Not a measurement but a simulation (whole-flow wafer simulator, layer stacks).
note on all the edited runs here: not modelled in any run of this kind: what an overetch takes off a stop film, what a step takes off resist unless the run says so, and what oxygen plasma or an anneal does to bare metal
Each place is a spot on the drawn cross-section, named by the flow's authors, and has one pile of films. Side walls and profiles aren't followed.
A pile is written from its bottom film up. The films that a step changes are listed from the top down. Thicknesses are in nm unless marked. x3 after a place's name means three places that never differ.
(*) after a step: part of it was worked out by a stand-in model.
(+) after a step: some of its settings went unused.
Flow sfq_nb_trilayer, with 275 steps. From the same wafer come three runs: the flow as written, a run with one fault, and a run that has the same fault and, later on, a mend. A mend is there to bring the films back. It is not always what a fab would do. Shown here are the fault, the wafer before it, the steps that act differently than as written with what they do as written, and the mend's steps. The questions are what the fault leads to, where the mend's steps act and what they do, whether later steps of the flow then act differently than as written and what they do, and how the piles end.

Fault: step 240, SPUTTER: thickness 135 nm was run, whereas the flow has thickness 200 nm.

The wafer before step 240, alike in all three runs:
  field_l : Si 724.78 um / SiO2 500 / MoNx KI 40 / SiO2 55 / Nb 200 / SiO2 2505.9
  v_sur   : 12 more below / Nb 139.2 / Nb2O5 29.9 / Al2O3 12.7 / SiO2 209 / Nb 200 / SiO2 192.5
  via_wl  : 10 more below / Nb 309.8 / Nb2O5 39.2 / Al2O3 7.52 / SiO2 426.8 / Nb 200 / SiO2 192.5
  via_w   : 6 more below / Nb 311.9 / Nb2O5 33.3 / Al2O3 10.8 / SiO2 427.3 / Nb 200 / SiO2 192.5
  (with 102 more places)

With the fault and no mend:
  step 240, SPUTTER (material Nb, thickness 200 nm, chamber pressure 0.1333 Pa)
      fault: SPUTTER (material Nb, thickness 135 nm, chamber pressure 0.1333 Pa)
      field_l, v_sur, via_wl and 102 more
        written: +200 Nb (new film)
        fault: +135 Nb (new film)
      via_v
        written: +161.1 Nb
        fault: +108.6 Nb
  Later steps of the flow acting differently than as written (not shown: 3 more steps that differ only slightly, by at most 2% or 0.5 nm, whichever is larger):
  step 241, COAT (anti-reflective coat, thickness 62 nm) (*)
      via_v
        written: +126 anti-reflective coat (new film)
        fault: +122.3 anti-reflective coat (new film)
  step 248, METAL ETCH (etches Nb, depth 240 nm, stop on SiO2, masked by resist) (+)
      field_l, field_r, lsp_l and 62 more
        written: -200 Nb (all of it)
        fault: -135 Nb (all of it)
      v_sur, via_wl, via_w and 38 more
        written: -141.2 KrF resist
        fault: -119.1 KrF resist
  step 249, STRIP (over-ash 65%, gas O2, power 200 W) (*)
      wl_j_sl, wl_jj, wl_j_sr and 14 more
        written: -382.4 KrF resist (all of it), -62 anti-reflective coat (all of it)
        fault: -404.4 KrF resist (all of it), -62 anti-reflective coat (all of it)
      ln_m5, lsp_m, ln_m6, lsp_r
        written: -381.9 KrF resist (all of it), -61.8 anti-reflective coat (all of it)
        fault: -404 KrF resist (all of it), -61.8 anti-reflective coat (all of it)
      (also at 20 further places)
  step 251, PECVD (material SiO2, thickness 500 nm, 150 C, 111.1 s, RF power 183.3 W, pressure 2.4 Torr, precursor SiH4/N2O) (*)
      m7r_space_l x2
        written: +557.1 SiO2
        fault: +500 SiO2
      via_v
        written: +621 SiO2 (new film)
        fault: +601.5 SiO2 (new film)
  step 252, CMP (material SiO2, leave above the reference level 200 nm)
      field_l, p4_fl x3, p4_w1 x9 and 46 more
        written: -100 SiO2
        fault: -165 SiO2
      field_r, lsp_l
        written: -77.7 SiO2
        fault: -149.9 SiO2
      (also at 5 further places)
  The piles end different from the flow's at field_l, v_sur, via_wl and 103 more by more than 2% or 0.5 nm, whichever is larger.
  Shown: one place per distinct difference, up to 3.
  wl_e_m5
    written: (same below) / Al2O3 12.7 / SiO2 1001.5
    fault: (same below) / Al2O3 12.7 / SiO2 936.5
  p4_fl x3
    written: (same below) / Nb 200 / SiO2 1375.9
    fault: (same below) / Nb 200 / SiO2 1310.9
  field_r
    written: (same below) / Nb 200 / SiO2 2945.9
    fault: (same below) / Nb 200 / SiO2 2880.9

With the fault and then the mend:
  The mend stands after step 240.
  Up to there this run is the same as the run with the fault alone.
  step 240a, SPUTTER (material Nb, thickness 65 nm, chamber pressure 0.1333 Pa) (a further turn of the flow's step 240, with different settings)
      field_l, v_sur, via_wl and 102 more
        +65 Nb
      via_v
        +48.9 Nb
  None of the later steps of the flow differs from how it acts as written, at any place that is followed, by more than 2% or 0.5 nm, whichever is larger.
  At the end the piles are close to the flow's at the places that both follow, differing by at most 2% or 0.5 nm, whichever is larger.
